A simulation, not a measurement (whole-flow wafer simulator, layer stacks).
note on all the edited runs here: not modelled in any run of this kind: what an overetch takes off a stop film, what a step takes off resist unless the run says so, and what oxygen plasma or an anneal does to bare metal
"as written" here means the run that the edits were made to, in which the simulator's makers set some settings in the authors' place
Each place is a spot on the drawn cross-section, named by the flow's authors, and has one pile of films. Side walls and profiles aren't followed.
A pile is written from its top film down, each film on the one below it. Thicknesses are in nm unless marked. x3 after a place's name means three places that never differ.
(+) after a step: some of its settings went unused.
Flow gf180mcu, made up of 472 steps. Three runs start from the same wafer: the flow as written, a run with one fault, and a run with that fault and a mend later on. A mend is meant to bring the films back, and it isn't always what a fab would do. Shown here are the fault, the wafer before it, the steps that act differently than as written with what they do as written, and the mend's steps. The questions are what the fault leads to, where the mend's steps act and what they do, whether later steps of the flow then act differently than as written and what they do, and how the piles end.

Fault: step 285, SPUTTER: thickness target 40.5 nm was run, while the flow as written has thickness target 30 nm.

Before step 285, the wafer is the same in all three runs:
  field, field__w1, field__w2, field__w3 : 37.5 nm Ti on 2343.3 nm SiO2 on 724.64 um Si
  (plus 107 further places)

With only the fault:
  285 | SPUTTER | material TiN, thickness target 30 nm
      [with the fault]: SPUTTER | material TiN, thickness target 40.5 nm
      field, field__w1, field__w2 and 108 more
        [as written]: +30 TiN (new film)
        [with the fault]: +40.5 TiN (new film)
  Steps further on in the flow that do not act as written:
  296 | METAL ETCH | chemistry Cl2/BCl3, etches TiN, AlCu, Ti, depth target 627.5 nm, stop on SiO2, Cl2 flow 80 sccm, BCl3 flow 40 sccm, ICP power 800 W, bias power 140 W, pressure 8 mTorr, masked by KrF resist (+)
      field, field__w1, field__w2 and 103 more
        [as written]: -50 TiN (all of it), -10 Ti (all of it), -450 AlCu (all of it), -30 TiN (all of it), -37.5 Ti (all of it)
        [with the fault]: -50 TiN (all of it), -10 Ti (all of it), -450 AlCu (all of it), -40.5 TiN (all of it), -37.5 Ti (all of it)
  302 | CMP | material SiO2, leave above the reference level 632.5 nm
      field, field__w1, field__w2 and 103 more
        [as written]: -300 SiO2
        [with the fault]: -289.5 SiO2
  At field__w8, contact, m1, m1__w1, m1_nw, the piles at the end differ from the flow's by more than 2% or 0.5 nm, whichever is larger.
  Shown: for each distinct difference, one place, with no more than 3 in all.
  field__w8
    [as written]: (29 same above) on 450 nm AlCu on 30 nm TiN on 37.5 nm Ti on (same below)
    [with the fault]: (29 same above) on 450 nm AlCu on 40.5 nm TiN on 37.5 nm Ti on (same below)
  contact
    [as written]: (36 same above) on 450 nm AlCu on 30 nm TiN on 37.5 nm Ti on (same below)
    [with the fault]: (36 same above) on 450 nm AlCu on 40.5 nm TiN on 37.5 nm Ti on (same below)

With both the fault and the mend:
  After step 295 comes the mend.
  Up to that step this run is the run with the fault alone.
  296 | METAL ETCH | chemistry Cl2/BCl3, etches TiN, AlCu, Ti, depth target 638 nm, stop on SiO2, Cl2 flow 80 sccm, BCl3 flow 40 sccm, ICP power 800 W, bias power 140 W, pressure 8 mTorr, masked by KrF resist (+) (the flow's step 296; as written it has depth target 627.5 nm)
      field, field__w1, field__w2 and 103 more
        -50 TiN (all of it), -10 Ti (all of it), -450 AlCu (all of it), -40.5 TiN (all of it), -37.5 Ti (all of it)
      field__w8, contact, m1, m1__w1, m1_nw
        -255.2 KrF resist
  Steps further on in the flow that do not act as written (not shown: 1 more step that differs only slightly, by at most 2% or 0.5 nm, whichever is larger):
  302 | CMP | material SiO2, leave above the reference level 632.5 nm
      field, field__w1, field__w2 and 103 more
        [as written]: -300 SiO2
        [with the mend]: -289.5 SiO2
  At field__w8, contact, m1, m1__w1, m1_nw, the piles at the end differ from the flow's by more than 2% or 0.5 nm, whichever is larger.
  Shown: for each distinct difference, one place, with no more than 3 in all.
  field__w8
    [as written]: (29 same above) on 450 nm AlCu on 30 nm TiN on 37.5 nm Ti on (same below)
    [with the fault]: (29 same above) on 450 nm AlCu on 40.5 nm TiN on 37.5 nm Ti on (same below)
    [with the mend]: (29 same above) on 450 nm AlCu on 40.5 nm TiN on 37.5 nm Ti on (same below)
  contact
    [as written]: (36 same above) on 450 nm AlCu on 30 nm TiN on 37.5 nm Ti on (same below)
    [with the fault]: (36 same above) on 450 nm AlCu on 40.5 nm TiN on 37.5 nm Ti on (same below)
    [with the mend]: (36 same above) on 450 nm AlCu on 40.5 nm TiN on 37.5 nm Ti on (same below)
